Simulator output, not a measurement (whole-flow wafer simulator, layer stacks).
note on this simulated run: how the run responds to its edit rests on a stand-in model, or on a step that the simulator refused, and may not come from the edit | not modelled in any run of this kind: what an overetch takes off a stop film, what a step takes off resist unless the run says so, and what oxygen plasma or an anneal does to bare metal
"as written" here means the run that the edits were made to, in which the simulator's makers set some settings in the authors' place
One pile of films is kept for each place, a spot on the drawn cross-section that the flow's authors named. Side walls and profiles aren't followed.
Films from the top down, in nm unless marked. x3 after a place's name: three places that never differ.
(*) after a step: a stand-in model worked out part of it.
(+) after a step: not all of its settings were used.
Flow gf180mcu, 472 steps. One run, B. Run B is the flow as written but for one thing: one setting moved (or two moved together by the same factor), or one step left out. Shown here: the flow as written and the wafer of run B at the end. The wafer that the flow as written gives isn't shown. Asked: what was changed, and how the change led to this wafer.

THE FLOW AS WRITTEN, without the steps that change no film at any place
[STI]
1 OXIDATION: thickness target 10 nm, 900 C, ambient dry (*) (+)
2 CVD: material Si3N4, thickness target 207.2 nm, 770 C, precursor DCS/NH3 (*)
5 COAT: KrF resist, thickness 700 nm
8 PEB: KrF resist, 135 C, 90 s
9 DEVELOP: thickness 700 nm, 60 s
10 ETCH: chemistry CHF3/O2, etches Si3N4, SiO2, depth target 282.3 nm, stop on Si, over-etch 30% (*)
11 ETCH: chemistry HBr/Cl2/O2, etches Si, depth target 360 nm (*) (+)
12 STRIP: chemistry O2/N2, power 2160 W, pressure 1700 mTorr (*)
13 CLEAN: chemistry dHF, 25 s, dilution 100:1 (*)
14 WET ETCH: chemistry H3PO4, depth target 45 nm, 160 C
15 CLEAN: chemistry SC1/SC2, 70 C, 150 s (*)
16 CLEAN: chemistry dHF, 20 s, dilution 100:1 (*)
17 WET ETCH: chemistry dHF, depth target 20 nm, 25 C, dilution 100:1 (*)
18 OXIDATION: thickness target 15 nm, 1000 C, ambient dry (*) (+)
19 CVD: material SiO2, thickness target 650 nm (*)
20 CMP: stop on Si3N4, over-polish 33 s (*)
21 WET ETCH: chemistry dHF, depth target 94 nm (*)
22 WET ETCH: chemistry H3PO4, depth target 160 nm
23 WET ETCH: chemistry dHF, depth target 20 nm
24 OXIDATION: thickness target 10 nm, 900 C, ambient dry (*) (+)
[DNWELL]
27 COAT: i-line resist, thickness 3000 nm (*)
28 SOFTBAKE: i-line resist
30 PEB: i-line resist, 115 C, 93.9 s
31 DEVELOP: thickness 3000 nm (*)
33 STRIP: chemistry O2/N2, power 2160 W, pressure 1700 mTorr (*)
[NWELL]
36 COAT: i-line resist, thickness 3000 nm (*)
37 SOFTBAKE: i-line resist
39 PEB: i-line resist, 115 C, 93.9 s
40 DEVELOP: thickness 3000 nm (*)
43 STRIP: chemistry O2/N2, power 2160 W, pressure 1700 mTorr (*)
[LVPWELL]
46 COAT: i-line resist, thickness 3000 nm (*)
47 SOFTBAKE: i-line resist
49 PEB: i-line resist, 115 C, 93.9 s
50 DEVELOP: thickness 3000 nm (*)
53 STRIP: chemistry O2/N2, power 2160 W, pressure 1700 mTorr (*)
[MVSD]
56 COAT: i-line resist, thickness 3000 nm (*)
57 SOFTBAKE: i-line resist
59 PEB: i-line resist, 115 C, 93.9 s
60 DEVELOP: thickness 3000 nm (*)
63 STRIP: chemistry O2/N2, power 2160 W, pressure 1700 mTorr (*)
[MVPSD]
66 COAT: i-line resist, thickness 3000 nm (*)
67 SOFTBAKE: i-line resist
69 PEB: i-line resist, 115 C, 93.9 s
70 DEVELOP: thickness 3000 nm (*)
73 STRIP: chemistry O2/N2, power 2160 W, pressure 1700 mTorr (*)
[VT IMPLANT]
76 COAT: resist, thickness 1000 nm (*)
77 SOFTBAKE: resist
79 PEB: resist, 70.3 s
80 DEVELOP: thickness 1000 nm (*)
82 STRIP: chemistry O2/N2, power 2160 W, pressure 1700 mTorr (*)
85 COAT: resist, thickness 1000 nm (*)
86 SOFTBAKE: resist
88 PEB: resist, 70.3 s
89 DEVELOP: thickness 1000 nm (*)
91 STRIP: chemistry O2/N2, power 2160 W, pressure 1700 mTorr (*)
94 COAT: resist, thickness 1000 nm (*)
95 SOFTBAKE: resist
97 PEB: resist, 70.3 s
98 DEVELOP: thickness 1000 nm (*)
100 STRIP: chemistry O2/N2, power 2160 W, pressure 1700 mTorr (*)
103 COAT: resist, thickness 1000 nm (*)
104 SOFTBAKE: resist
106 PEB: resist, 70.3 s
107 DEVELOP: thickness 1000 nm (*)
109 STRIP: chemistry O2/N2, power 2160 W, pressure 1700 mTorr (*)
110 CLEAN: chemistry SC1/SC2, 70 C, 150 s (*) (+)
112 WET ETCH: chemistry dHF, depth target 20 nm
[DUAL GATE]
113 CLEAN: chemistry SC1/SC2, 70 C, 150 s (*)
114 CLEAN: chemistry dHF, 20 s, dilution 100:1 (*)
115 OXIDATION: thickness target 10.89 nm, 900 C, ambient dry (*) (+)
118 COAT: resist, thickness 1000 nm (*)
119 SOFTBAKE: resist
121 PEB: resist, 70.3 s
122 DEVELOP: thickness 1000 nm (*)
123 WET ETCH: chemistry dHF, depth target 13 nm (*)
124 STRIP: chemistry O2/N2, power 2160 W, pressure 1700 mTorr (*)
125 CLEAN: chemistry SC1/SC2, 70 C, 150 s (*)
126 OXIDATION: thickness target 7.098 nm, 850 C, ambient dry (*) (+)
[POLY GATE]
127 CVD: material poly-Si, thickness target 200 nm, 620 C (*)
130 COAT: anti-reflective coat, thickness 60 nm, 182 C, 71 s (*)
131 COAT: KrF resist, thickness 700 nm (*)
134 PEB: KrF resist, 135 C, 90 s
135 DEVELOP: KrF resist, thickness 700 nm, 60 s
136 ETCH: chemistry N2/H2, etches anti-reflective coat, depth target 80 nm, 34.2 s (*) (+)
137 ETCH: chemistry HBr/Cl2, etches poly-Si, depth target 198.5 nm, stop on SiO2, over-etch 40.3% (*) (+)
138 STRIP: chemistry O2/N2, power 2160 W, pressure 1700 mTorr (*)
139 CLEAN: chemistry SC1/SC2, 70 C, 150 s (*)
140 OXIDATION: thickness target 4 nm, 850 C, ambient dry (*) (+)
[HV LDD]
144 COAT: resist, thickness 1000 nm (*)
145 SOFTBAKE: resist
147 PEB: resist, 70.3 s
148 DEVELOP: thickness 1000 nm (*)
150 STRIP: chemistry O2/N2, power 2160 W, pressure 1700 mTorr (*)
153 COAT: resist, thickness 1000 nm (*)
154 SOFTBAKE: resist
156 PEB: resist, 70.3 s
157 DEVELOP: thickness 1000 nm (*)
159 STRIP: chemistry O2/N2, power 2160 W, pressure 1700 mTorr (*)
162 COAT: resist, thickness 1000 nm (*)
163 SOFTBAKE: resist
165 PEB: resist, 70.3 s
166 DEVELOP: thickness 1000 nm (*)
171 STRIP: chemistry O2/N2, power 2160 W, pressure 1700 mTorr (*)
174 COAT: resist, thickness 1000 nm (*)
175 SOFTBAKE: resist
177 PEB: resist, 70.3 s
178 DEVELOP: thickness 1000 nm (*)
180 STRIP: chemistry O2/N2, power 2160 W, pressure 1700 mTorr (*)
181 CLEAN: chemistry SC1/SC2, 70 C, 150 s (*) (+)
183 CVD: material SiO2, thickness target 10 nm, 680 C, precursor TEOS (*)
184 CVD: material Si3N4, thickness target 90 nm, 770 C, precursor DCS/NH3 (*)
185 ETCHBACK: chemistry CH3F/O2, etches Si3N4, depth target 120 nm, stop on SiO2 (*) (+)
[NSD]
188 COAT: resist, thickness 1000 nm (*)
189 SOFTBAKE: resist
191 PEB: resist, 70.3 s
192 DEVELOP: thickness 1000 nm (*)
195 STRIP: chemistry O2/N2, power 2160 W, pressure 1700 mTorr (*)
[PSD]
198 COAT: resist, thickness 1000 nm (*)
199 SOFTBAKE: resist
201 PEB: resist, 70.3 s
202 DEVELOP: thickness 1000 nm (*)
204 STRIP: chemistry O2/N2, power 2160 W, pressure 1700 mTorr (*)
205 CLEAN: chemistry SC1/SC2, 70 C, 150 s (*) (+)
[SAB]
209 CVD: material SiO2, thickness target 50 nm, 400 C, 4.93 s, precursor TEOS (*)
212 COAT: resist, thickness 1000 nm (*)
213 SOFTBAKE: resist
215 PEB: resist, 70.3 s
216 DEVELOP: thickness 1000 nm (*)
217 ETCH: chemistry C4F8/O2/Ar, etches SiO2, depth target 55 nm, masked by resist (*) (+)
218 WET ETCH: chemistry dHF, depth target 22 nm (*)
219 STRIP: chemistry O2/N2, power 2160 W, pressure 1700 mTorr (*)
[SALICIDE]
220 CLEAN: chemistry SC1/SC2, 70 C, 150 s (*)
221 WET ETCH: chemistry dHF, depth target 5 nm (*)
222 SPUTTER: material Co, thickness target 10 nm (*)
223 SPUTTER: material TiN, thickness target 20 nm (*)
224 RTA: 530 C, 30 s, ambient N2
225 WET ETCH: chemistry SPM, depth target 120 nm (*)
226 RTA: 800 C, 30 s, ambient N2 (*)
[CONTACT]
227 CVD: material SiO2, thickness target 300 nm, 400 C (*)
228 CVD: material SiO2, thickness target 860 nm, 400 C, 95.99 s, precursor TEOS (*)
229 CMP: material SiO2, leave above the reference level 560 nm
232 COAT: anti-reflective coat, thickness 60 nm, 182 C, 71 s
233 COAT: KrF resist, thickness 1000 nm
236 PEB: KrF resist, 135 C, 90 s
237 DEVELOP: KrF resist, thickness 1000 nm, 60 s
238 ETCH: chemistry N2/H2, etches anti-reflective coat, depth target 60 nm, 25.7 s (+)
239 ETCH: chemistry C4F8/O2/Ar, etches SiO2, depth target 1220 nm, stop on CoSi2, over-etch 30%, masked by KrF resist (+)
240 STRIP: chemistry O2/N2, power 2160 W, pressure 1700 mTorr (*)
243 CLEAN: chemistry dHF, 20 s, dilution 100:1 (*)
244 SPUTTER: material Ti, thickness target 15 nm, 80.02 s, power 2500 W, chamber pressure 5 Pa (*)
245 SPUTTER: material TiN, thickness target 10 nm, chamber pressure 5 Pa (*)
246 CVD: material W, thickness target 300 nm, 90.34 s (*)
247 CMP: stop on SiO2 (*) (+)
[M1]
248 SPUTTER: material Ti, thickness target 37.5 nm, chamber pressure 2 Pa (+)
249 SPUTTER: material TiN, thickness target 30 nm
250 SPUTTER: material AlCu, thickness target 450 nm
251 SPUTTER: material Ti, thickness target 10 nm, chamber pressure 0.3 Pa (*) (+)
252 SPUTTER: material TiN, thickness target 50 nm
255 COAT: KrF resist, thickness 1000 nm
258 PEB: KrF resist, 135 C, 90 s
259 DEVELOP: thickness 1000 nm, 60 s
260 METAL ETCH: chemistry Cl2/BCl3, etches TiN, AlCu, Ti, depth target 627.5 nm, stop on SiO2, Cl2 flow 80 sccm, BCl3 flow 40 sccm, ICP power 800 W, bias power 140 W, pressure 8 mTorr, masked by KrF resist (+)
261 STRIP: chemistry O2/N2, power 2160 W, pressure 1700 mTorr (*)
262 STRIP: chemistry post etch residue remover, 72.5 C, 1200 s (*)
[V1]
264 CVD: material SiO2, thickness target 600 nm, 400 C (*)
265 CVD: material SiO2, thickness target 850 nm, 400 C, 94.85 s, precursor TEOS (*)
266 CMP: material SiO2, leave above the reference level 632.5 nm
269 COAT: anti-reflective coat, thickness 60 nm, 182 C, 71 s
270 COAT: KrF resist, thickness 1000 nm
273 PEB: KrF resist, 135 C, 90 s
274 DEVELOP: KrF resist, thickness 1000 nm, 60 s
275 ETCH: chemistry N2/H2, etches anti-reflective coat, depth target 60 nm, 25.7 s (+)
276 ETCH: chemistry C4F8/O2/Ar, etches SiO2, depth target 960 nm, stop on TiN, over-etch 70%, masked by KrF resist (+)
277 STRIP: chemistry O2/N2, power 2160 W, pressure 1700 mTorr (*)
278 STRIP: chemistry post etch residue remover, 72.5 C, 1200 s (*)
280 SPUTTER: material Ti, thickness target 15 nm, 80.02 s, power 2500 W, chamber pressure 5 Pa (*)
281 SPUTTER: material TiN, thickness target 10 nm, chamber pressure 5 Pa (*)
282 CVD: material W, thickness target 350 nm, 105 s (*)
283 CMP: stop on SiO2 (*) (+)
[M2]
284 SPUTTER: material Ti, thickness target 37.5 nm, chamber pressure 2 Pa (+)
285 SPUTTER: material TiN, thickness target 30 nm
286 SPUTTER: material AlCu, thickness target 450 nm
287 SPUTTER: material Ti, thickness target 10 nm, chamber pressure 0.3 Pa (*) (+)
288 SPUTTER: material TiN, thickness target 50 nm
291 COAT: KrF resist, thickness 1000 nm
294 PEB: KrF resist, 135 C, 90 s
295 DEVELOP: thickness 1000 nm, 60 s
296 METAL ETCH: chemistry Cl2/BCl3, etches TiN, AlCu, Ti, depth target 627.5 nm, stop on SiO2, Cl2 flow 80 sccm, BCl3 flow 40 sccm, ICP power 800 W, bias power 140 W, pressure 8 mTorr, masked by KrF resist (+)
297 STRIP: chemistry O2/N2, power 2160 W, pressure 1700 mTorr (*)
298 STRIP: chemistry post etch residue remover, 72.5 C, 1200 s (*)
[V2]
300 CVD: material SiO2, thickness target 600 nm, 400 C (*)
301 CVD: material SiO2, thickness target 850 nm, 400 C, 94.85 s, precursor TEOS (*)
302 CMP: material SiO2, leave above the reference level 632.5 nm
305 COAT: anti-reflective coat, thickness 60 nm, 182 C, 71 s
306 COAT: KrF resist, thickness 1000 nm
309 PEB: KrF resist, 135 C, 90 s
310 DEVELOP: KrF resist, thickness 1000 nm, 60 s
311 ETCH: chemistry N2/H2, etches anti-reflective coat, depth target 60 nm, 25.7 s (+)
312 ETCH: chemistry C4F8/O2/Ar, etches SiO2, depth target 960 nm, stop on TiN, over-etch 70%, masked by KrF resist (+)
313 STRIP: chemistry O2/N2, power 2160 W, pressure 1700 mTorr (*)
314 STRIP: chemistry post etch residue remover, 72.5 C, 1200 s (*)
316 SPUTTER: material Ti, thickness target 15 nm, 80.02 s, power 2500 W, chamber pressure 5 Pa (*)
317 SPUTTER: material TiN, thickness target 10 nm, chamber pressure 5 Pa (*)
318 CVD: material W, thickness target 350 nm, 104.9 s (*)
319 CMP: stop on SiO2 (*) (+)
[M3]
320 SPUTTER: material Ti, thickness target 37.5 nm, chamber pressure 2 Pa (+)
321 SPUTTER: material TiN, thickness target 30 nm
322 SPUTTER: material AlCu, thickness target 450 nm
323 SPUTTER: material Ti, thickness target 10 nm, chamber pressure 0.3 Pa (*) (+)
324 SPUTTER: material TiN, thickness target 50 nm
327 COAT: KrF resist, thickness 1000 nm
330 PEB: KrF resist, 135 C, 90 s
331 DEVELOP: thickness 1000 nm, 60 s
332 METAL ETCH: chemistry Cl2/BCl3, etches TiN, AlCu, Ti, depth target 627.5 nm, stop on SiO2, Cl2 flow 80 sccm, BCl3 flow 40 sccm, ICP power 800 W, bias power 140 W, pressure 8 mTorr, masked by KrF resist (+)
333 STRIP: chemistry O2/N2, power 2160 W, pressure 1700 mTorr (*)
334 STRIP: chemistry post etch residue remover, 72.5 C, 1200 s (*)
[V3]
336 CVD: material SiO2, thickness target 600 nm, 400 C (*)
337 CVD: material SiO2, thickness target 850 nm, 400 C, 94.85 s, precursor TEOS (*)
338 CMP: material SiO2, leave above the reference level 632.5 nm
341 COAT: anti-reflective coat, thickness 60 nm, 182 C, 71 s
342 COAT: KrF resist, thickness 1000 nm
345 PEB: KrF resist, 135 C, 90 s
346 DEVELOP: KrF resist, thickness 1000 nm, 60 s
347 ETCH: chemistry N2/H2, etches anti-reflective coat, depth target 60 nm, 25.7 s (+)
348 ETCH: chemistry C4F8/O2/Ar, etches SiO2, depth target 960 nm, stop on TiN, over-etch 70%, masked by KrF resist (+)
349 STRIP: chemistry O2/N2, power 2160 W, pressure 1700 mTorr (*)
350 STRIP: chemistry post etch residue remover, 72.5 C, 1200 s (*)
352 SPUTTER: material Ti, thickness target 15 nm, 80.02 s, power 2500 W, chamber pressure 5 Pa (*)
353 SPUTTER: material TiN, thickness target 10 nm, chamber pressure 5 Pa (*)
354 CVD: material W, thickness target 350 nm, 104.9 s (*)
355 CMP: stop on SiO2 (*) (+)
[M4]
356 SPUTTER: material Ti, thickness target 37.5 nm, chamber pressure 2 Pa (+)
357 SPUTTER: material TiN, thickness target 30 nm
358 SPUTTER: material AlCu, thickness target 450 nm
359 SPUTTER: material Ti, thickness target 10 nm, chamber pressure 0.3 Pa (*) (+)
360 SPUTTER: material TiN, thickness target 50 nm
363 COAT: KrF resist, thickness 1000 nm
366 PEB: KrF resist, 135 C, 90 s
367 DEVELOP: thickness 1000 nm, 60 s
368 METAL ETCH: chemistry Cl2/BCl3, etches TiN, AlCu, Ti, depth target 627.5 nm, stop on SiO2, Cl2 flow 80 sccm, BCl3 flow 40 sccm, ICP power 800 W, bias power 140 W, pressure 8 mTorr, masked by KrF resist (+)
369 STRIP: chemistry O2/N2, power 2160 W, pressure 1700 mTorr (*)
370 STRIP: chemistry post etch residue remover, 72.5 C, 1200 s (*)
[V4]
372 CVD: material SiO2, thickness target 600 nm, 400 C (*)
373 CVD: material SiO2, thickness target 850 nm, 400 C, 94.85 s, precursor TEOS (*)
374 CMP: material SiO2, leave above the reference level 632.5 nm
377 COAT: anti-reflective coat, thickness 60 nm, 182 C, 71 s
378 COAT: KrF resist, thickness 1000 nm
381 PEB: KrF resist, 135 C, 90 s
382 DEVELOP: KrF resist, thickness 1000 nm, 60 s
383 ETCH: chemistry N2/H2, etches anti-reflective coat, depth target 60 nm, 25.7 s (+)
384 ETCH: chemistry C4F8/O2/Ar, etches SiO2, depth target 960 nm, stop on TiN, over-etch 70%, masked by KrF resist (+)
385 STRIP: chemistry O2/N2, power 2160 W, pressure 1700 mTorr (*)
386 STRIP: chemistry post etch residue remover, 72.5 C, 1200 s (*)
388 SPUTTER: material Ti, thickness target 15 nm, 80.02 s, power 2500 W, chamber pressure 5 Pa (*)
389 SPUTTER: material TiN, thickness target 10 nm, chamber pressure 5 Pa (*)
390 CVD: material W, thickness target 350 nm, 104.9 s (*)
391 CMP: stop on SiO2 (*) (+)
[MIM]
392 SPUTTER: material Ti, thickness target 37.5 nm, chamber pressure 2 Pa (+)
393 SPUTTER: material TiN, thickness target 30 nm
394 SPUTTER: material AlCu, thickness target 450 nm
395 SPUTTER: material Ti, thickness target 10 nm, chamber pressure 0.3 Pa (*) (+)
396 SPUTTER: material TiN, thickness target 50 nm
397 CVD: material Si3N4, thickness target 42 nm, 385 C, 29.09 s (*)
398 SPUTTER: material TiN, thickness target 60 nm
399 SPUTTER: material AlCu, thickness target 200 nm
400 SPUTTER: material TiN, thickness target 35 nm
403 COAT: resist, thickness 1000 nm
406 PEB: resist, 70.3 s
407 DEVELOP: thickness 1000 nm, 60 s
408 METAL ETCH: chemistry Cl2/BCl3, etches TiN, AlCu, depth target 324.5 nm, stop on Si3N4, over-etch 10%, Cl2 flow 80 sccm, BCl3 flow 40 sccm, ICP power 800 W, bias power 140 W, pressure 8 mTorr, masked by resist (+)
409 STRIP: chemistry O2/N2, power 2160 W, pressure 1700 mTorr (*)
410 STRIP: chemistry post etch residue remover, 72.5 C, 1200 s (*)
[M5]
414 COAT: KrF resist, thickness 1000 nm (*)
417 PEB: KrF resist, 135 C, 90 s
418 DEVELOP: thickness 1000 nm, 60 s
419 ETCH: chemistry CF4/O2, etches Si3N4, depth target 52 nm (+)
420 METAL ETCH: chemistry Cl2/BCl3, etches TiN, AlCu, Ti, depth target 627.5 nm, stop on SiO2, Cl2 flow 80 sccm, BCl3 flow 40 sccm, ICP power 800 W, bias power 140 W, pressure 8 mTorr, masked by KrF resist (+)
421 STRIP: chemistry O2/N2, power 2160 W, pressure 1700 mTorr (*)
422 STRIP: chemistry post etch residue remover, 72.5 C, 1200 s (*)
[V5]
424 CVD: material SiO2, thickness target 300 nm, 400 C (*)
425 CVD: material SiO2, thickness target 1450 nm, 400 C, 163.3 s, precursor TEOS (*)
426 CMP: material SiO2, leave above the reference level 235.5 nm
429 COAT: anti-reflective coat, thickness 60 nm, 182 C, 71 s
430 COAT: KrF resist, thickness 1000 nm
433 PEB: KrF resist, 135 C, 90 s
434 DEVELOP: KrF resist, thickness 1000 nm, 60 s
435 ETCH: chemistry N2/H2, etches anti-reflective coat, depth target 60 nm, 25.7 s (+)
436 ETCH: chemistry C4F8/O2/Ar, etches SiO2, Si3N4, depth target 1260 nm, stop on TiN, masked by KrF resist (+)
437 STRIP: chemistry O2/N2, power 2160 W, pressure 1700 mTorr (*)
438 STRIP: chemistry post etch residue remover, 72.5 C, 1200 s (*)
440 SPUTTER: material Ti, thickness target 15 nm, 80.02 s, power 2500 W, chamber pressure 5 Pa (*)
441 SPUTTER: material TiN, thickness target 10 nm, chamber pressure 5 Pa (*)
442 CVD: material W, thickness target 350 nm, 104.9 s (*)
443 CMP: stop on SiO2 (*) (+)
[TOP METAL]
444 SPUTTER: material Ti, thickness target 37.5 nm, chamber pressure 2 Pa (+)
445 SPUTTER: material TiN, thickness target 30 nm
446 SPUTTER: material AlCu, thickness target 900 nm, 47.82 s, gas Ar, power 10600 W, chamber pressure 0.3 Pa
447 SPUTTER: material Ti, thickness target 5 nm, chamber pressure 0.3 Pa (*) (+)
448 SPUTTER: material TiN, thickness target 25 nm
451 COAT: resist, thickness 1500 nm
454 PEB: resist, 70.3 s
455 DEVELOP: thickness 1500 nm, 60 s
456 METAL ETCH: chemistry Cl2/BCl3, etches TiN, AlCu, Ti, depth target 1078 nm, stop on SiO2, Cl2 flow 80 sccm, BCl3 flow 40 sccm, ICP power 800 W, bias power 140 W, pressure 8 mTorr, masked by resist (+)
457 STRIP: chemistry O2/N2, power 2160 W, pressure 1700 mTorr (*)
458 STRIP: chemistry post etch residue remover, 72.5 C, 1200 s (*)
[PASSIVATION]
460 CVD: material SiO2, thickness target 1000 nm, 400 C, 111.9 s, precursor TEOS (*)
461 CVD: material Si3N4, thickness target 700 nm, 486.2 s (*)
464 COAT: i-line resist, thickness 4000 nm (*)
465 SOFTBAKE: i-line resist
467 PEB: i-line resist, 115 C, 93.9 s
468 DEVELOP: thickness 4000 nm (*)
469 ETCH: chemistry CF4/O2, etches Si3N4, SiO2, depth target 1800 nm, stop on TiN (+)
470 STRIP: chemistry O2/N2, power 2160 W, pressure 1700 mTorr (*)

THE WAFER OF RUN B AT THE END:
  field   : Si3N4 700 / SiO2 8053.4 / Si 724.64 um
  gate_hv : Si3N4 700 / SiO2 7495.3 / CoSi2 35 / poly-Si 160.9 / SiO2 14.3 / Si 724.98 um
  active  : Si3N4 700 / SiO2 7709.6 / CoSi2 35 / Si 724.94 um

The cause: step 266, CMP: leave above the reference level 458.6 nm was run, where the flow has leave above the reference level 632.5 nm.

How the change led to this, step by step:
  266 CMP: material SiO2, leave above the reference level 632.5 nm
      field, field__w1, field__w2 and 99 more: SiO2 -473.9 (as written it would be: SiO2 -300)
      field__w8, contact, m1 and 6 more: SiO2 -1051 (as written it would be: SiO2 -877.1)
  276 ETCH: chemistry C4F8/O2/Ar, etches SiO2, depth target 960 nm, stop on TiN, over-etch 70%, masked by KrF resist (+)
      field, field__w1, field__w2 and 107 more: KrF resist -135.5 (as written it would be: KrF resist -192)
      contact: SiO2 -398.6 (all of it) (as written it would be: SiO2 -572.5 (all of it))
  277 STRIP: chemistry O2/N2, power 2160 W, pressure 1700 mTorr (*)
      field, field__w1, field__w2 and 107 more: KrF resist -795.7 (all of it), anti-reflective coat -60 (all of it) (as written it would be: KrF resist -739.2 (all of it), anti-reflective coat -60 (all of it))
  280 SPUTTER: material Ti, thickness target 15 nm, 80.02 s, power 2500 W, chamber pressure 5 Pa (*)
      contact: Ti +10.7 (new film) (as written it would be: Ti +9.65 (new film))
  281 SPUTTER: material TiN, thickness target 10 nm, chamber pressure 5 Pa (*)
      contact: TiN +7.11 (new film) (as written it would be: TiN +6.4 (new film))
  282 CVD: material W, thickness target 350 nm, 105 s (*)
      contact: W +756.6 (new film) (as written it would be: W +932.3 (new film))
